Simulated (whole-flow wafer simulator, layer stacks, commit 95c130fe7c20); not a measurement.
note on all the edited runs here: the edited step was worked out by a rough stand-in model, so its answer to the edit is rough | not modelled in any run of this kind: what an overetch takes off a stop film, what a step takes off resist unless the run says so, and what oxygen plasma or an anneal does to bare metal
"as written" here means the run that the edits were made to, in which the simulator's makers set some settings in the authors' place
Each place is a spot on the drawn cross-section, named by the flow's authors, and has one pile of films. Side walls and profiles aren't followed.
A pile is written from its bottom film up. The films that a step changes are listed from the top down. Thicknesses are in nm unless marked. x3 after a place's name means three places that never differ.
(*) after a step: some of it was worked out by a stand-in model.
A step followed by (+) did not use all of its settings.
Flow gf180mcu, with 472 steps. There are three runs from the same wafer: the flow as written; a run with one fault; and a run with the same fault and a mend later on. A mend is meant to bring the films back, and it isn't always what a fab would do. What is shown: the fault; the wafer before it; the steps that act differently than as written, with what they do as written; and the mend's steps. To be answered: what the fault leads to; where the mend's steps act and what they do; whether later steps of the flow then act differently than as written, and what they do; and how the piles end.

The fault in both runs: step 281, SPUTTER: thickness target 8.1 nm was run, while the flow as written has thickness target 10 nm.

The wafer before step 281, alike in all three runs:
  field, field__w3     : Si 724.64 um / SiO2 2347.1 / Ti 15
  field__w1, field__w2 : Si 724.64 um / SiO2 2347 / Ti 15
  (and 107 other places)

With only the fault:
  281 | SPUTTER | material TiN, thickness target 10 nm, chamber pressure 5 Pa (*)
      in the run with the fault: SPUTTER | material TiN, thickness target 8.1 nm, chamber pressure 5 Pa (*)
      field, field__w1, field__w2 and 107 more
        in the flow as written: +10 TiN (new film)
        in the run with the fault: +8.1 TiN (new film)
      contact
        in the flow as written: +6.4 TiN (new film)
        in the run with the fault: +5.19 TiN (new film)
  Steps later in the flow that act otherwise than as written (1 other step is not shown; it differs only slightly, by no more than 2% or 0.5 nm, whichever is larger):
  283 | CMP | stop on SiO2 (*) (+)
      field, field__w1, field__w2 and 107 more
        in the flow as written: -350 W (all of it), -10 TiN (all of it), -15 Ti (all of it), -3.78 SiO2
        in the run with the fault: -350 W (all of it), -8.1 TiN (all of it), -15 Ti (all of it), -3.76 SiO2
  The piles end different from the flow's at contact by more than 2% or 0.5 nm, whichever is larger.
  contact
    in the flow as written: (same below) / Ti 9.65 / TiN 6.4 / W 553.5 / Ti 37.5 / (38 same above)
    in the run with the fault: (same below) / Ti 9.65 / TiN 5.19 / W 554.7 / Ti 37.5 / (38 same above)

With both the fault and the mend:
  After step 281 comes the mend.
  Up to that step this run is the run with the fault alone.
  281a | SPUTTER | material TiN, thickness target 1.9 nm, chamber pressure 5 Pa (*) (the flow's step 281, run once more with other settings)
      field, field__w1, field__w2 and 107 more
        +1.9 TiN
      contact
        +1.21 TiN
  Later steps of the flow that are run all act as written at every place that is followed.
  By the end, the piles equal the flow's at every place that both follow.
